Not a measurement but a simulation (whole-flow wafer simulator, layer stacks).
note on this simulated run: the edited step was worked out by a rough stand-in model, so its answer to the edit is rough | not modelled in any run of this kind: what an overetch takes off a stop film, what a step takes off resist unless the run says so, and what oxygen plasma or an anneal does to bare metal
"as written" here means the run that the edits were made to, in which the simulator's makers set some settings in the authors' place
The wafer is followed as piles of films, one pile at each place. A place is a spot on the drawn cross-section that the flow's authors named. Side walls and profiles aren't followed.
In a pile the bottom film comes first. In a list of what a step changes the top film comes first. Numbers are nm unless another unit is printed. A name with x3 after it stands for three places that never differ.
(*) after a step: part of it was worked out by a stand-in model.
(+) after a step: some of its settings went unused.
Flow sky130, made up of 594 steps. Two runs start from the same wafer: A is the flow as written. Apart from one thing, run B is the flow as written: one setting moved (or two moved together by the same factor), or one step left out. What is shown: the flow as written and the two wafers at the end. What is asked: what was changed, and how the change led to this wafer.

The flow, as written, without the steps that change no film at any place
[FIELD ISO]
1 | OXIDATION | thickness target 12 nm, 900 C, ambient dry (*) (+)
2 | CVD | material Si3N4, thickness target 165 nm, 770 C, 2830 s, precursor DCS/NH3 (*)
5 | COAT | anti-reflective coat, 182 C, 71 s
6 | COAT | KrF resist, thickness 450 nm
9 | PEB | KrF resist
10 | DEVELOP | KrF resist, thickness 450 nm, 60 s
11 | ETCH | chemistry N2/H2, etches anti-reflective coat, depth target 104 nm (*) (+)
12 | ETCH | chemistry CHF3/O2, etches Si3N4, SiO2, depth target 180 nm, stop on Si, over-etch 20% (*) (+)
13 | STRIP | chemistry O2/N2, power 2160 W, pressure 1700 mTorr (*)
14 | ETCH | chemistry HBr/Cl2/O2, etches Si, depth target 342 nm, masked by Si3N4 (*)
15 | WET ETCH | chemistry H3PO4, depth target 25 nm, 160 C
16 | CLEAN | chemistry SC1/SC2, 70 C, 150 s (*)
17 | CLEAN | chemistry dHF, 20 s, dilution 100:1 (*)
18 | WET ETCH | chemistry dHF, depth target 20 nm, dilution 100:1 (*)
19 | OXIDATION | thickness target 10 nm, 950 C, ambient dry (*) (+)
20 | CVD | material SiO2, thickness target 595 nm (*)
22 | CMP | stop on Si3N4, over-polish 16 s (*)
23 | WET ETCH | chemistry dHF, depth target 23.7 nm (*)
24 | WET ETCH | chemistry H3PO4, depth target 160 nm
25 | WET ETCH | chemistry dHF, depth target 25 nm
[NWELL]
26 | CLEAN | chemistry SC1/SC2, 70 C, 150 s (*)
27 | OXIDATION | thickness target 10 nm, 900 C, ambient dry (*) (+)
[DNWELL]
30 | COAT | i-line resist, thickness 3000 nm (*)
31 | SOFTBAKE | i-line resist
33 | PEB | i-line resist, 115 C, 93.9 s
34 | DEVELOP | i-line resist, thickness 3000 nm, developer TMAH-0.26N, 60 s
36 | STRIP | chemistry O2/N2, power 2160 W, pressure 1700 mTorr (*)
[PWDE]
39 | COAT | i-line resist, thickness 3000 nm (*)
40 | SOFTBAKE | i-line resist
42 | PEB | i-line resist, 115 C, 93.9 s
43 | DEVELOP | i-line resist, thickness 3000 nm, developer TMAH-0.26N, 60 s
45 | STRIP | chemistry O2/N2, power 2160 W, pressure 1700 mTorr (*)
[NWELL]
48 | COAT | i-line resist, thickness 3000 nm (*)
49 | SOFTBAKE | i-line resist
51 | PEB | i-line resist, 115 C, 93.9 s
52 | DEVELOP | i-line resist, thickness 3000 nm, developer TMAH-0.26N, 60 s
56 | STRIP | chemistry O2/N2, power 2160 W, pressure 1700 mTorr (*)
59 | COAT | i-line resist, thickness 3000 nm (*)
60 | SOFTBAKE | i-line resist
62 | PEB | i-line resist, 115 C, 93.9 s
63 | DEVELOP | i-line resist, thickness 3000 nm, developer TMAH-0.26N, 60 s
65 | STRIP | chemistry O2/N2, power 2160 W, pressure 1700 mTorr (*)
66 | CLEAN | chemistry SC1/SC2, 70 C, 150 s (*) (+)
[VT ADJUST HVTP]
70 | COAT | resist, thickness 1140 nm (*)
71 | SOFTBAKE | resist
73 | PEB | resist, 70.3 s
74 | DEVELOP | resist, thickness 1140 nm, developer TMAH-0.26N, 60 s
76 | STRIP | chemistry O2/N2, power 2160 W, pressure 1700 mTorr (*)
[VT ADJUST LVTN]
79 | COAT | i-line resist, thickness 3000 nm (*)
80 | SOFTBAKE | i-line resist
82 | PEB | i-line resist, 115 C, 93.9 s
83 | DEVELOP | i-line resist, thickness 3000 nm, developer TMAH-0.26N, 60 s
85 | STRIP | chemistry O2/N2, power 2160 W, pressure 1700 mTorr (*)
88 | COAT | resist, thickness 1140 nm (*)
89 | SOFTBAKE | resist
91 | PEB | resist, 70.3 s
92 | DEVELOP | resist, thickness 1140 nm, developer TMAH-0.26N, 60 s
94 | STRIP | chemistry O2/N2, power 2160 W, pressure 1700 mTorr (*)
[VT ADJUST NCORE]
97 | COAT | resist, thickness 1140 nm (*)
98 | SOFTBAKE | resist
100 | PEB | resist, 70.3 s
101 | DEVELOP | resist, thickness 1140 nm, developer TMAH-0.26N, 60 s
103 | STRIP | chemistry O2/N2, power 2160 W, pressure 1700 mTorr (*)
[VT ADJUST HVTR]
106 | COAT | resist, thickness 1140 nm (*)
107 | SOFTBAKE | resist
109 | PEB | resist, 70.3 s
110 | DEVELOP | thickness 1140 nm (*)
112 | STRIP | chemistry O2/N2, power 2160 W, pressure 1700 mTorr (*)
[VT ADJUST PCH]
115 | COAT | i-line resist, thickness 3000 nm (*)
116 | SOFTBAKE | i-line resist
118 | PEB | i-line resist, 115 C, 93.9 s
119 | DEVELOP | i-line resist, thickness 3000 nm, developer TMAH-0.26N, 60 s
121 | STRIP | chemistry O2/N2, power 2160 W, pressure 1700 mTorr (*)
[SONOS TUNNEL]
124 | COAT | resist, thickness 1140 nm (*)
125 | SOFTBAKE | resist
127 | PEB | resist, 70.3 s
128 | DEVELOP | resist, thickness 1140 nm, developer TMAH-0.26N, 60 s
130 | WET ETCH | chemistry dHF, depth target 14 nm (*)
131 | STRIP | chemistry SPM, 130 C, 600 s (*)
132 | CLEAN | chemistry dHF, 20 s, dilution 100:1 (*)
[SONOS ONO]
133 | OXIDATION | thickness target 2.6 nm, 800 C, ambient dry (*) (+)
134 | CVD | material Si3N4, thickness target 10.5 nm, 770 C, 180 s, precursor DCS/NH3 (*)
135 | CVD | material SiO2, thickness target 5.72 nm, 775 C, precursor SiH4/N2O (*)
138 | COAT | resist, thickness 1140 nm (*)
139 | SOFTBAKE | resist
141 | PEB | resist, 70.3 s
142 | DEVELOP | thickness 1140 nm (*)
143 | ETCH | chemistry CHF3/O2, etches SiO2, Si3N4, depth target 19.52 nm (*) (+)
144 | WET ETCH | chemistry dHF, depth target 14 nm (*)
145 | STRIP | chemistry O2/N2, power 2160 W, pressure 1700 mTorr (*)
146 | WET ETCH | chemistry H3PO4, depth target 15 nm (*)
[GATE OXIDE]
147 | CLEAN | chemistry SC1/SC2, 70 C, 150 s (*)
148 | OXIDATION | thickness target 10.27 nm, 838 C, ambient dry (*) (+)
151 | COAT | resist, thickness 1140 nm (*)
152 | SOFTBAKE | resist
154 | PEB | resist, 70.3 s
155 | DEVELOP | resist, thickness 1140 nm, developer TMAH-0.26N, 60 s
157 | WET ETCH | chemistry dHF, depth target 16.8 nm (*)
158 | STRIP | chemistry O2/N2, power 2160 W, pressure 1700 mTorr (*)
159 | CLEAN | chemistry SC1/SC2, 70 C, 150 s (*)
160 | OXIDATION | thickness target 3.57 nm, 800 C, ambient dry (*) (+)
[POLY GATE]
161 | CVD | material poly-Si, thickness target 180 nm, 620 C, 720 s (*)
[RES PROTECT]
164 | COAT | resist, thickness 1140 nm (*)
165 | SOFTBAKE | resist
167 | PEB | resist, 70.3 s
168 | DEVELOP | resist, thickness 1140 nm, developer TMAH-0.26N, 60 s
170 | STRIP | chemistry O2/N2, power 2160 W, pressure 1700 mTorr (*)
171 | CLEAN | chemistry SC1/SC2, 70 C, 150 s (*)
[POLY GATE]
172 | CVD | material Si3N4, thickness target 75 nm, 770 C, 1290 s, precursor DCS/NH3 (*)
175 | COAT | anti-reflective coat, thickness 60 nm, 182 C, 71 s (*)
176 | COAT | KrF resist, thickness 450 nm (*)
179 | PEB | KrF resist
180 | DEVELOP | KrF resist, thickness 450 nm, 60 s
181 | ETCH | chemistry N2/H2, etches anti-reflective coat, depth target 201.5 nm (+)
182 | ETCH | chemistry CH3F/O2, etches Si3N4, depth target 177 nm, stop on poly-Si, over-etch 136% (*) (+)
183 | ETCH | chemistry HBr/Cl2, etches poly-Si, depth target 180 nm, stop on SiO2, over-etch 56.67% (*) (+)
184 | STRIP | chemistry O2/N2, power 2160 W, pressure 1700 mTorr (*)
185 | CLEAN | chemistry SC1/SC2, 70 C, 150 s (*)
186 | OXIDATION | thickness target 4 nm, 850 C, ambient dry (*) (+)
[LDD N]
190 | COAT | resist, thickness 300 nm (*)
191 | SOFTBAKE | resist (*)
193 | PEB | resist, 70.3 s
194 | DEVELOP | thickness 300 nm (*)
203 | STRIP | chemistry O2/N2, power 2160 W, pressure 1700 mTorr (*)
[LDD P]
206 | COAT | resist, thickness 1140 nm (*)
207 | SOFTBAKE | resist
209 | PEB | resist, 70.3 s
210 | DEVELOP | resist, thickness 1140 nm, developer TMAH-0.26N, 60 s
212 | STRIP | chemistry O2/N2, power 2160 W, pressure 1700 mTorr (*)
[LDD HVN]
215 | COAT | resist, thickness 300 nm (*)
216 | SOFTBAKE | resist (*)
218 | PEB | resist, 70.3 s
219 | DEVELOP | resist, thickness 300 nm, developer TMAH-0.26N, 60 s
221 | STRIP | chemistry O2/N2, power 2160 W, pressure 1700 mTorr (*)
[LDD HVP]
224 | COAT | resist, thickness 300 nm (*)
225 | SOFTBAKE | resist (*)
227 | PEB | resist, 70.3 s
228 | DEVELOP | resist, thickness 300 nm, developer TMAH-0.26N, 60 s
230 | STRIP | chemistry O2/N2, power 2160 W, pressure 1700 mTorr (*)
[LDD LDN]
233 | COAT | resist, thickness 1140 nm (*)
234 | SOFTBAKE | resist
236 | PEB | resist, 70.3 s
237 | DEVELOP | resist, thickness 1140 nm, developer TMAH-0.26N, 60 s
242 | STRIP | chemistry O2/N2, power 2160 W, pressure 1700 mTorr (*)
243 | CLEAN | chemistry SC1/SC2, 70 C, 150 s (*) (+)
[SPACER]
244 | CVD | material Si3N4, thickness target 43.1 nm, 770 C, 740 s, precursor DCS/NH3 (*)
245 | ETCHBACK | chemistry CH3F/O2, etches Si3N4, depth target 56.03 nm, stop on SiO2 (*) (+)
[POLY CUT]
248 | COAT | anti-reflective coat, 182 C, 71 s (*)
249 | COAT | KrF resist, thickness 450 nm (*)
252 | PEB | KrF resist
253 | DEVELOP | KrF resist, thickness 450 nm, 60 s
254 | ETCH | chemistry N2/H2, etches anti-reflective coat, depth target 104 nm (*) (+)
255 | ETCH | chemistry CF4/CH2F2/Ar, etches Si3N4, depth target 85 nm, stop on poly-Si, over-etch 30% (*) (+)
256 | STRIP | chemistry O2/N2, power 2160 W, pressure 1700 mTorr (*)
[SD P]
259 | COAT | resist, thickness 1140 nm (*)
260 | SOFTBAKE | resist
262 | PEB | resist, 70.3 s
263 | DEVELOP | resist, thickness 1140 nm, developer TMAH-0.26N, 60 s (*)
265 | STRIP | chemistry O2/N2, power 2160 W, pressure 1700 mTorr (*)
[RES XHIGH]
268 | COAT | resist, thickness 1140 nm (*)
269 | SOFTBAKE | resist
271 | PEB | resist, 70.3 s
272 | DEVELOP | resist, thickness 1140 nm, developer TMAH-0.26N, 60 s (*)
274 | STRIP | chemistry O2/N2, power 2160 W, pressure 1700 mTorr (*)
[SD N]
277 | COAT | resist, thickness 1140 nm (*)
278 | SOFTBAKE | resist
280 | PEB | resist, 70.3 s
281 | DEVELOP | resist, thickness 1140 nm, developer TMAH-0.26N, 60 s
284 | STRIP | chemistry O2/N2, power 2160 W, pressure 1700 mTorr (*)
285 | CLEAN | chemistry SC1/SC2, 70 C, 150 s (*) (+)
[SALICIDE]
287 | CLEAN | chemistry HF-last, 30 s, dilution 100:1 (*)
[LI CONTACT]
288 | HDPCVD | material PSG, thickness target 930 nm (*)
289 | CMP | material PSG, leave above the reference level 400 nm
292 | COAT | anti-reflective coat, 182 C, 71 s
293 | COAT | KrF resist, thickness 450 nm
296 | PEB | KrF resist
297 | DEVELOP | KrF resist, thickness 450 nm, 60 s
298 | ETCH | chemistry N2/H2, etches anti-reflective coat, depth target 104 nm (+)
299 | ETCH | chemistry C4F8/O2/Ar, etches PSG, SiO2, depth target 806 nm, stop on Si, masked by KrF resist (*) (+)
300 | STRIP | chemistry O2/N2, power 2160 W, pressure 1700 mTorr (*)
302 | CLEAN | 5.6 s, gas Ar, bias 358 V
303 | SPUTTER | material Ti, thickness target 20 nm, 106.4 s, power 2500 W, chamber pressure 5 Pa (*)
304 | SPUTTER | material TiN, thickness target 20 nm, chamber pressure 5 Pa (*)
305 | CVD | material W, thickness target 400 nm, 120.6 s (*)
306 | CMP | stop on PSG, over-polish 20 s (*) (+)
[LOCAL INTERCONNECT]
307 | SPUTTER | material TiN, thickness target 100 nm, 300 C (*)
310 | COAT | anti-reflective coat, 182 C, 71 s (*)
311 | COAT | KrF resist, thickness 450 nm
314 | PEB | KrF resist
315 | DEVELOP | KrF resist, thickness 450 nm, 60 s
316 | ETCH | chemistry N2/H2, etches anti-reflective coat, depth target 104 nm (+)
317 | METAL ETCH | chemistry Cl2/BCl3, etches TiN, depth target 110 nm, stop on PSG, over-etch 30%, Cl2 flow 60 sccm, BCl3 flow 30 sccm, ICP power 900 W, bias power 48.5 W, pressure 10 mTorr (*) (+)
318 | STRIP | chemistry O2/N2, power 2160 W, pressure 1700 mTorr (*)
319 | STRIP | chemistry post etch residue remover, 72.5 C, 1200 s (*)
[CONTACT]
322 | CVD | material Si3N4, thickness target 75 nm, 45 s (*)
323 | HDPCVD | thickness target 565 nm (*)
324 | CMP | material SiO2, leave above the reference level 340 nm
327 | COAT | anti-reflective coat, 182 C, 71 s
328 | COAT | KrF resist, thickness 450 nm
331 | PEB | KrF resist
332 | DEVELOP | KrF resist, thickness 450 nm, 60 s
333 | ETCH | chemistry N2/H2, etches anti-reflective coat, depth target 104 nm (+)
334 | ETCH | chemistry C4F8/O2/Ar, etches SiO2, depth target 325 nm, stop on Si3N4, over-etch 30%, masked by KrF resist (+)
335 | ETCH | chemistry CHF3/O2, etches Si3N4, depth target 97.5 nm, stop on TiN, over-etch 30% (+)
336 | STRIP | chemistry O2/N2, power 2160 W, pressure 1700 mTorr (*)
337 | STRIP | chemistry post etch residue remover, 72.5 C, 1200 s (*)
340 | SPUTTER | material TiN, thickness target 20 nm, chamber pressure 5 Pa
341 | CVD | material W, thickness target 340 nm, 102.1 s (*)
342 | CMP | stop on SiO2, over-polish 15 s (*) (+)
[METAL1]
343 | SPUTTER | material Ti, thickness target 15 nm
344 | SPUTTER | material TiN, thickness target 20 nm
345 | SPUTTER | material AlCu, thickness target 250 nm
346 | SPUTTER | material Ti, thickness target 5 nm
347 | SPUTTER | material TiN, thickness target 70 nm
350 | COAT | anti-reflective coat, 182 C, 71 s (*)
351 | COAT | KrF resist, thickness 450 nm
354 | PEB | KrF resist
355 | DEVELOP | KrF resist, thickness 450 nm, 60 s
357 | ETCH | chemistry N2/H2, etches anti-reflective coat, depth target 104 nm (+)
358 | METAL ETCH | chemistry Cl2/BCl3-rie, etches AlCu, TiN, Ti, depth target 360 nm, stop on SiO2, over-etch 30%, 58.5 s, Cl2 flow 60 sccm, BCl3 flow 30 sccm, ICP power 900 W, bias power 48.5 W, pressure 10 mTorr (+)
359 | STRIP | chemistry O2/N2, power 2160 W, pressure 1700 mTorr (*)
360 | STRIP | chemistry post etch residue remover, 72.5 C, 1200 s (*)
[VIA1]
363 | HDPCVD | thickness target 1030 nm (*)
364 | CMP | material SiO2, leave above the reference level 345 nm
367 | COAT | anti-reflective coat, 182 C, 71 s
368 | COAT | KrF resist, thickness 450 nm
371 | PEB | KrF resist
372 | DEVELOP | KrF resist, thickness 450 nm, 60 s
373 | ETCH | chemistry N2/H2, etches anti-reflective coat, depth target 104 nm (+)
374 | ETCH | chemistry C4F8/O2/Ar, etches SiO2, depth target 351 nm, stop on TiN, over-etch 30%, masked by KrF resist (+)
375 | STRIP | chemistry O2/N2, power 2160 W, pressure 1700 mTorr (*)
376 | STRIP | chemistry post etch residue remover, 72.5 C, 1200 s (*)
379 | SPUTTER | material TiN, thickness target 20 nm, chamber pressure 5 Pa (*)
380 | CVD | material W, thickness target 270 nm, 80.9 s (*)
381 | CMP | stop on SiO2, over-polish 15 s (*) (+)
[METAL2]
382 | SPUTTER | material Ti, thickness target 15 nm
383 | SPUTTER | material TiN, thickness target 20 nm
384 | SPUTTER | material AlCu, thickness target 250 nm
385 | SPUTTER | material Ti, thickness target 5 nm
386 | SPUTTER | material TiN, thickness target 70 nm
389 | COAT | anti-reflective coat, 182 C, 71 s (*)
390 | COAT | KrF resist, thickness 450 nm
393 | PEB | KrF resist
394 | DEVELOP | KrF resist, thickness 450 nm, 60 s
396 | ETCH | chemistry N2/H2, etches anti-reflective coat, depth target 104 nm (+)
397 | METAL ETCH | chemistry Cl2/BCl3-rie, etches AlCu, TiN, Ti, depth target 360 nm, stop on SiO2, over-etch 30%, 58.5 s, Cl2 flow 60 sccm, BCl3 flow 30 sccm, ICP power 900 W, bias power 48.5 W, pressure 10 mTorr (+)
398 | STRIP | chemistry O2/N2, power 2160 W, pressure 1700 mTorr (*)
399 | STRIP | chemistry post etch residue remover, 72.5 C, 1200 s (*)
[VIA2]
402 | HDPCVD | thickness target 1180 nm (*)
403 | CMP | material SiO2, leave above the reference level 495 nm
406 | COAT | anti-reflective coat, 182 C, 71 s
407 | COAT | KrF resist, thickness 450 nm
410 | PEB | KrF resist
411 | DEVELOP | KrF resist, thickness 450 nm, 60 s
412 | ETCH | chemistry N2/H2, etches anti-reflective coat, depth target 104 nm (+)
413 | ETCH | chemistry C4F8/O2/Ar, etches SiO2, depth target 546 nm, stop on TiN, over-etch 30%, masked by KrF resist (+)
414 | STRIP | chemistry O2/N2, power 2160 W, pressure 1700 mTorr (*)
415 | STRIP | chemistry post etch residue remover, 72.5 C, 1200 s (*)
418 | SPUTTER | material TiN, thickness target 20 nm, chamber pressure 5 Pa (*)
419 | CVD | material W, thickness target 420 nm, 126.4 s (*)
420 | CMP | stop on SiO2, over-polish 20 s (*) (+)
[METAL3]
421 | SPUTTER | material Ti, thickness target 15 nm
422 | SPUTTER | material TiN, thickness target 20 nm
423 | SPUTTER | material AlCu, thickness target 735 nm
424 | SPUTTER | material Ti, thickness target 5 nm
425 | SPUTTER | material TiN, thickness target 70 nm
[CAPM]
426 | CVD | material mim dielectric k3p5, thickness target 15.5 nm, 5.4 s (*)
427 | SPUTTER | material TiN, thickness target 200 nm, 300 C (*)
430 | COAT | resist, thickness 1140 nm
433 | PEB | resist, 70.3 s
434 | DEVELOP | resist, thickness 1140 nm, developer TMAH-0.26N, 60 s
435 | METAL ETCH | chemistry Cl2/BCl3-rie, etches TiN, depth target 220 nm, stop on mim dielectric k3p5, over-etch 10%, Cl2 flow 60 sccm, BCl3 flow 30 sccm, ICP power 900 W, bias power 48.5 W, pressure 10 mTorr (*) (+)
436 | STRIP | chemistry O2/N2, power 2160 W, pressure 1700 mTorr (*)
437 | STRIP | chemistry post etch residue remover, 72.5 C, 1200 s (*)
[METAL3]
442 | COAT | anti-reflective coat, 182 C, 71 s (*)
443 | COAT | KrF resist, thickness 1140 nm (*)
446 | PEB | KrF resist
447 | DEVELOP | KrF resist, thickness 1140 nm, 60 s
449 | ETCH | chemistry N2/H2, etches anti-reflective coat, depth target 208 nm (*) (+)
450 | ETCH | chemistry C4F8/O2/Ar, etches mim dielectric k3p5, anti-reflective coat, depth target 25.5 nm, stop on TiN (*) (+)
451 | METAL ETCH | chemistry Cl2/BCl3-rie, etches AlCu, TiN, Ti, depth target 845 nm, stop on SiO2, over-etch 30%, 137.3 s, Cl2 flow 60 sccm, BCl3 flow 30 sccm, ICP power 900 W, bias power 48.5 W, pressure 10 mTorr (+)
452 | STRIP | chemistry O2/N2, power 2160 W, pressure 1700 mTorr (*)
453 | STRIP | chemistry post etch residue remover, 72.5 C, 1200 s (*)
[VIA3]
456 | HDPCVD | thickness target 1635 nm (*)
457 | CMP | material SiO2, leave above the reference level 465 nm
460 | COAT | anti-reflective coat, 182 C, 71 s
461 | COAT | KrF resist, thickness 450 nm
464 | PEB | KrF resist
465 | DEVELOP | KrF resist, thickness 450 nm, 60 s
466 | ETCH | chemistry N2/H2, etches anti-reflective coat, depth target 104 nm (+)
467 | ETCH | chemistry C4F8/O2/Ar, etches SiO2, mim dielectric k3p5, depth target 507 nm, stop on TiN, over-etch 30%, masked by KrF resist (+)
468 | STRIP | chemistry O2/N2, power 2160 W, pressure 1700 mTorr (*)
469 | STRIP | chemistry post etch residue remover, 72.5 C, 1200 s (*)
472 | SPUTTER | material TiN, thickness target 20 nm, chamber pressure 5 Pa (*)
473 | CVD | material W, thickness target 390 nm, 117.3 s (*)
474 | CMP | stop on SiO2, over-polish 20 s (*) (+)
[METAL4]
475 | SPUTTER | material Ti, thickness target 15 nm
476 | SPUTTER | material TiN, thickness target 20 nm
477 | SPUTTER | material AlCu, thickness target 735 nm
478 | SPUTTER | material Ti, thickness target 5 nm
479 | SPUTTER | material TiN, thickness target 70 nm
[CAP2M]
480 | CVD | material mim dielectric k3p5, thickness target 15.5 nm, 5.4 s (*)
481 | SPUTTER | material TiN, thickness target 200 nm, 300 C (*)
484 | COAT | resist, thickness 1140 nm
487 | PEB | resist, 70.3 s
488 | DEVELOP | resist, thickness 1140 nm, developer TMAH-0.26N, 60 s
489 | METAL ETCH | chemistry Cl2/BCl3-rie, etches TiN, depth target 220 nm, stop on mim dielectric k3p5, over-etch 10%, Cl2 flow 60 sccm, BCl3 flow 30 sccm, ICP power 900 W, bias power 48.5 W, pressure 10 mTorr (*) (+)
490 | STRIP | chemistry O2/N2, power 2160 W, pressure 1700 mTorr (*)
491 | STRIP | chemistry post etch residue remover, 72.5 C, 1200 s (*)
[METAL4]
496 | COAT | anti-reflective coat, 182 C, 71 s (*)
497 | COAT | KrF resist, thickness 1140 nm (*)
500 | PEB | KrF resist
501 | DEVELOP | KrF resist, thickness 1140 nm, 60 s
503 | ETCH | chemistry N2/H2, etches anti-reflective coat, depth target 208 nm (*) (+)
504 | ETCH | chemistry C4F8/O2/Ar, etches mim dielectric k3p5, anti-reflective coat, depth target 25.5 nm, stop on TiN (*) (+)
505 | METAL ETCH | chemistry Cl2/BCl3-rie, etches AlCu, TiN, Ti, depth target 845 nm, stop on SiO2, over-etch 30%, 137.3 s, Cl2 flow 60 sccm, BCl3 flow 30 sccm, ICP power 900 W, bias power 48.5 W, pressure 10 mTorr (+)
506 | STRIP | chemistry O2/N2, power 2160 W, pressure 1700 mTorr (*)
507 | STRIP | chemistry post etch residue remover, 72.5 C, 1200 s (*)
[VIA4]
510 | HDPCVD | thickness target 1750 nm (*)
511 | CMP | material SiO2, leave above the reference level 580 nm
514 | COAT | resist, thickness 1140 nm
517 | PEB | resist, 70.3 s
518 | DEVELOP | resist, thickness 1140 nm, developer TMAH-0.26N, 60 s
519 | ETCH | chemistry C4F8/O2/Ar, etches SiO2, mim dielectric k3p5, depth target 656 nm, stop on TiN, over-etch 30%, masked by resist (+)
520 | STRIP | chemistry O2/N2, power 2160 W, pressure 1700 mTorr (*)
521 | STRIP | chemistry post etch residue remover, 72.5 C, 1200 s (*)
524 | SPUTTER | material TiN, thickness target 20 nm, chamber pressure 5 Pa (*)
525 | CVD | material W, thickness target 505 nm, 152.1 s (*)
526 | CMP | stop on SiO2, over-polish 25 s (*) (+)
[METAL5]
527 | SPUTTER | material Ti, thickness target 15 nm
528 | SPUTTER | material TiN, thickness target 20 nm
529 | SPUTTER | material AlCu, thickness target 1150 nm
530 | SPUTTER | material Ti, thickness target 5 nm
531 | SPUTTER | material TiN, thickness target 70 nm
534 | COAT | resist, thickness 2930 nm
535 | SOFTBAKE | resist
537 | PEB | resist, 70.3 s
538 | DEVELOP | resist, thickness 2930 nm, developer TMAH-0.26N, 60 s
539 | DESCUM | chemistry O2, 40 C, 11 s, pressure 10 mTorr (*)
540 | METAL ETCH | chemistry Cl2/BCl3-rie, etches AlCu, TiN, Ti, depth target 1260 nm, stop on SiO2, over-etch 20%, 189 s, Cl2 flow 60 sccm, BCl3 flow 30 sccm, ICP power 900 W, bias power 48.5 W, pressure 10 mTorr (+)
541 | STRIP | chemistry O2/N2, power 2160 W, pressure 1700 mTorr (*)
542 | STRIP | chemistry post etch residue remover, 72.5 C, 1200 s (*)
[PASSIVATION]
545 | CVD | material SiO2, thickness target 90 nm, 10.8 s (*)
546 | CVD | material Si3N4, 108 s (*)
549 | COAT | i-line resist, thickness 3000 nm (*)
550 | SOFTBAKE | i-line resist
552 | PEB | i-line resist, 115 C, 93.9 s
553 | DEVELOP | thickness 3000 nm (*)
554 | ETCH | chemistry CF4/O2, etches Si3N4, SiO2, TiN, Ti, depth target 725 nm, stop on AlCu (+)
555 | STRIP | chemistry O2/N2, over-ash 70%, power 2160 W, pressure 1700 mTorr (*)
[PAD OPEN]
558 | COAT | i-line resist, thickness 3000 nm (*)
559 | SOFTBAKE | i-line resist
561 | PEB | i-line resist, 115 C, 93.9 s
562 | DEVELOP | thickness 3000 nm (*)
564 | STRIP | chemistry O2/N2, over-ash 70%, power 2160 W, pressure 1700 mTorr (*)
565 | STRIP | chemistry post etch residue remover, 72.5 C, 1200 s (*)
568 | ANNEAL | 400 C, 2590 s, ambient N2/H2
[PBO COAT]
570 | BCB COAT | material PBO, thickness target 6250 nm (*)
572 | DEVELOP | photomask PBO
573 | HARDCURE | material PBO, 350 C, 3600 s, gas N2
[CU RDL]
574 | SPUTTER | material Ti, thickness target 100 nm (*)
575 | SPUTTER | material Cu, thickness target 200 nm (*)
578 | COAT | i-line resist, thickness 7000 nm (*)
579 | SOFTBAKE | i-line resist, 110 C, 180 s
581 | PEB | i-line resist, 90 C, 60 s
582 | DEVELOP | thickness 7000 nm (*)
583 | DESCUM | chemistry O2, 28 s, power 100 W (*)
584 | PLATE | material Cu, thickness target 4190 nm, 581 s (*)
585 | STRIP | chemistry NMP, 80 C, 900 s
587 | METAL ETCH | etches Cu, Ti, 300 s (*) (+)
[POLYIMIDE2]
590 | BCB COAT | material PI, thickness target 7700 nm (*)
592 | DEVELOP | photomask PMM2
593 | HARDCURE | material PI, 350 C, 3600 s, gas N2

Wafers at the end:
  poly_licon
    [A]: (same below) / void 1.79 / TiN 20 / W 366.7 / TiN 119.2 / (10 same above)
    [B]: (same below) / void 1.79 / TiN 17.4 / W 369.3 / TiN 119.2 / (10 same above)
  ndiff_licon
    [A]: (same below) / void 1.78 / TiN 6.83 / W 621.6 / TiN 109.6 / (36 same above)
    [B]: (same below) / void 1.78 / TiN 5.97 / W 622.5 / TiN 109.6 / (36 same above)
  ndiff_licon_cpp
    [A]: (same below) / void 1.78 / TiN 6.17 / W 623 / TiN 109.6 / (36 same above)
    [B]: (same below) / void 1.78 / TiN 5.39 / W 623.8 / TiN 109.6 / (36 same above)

The reason: step 304, SPUTTER: thickness target 17.4 nm was run, while the flow as written has thickness target 20 nm.
The wafer itself shows it: poly_licon has TiN 17.4, and step 304 as written asks for 20 nm.

Step by step, how the change led to this:
  304 | SPUTTER | material TiN, thickness target 20 nm, chamber pressure 5 Pa (*)
      field, active, n_well and 185 more: A +20 TiN (new film) | B +17.4 TiN (new film)
      ndiff_licon: A +6.83 TiN (new film) | B +5.97 TiN (new film)
      (and at 2 other places as well)
  306 | CMP | stop on PSG, over-polish 20 s (*) (+)
      field, active, n_well and 184 more: A -400 W (all of it), -20 TiN (all of it), -20 Ti (all of it), -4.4 PSG | B -400 W (all of it), -17.4 TiN (all of it), -20 Ti (all of it), -4.4 PSG
      poly_licon: A -33.3 W | B -30.7 W
